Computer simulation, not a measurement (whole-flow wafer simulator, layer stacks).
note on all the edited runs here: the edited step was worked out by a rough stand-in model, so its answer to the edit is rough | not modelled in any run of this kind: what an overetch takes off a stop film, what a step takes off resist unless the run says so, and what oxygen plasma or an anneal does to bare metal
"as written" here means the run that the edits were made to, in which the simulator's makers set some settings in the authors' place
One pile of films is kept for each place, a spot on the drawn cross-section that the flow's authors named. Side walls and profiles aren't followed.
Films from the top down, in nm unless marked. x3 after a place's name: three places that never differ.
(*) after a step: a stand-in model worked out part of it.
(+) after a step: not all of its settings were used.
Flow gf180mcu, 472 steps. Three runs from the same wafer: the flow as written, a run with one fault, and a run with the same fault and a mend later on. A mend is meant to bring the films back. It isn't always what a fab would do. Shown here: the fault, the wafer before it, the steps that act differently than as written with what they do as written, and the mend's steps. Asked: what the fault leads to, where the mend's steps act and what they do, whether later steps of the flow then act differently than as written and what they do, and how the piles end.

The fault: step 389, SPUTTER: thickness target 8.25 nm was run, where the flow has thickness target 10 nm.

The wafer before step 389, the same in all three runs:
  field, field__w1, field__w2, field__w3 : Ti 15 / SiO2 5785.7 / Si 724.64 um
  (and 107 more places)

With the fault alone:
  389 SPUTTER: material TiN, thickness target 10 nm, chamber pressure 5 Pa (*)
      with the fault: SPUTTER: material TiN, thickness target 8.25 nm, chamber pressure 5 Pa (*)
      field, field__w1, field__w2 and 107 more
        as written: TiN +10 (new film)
        with the fault: TiN +8.25 (new film)
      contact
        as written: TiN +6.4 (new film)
        with the fault: TiN +5.29 (new film)
  Later steps of the flow that act differently than as written (1 more step differs only slightly, by at most 2% or 0.5 nm, whichever is larger, and isn't shown):
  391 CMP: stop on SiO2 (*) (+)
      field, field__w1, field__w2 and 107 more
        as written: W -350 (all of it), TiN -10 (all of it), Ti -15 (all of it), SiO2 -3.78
        with the fault: W -350 (all of it), TiN -8.25 (all of it), Ti -15 (all of it), SiO2 -3.77
  At the end the piles differ from the flow's by more than 2% or 0.5 nm, whichever is larger, at contact.
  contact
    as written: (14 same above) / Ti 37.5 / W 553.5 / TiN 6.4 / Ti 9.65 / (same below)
    with the fault: (14 same above) / Ti 37.5 / W 554.6 / TiN 5.29 / Ti 9.65 / (same below)

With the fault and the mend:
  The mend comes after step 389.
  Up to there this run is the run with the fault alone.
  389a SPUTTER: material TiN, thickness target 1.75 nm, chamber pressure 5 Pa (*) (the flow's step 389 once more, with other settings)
      field, field__w1, field__w2 and 107 more
        TiN +1.75
      contact
        TiN +1.12
  No later step of the flow acts differently than as written at any place that is followed.
  At the end the piles are the same as the flow's at every place that both follow.
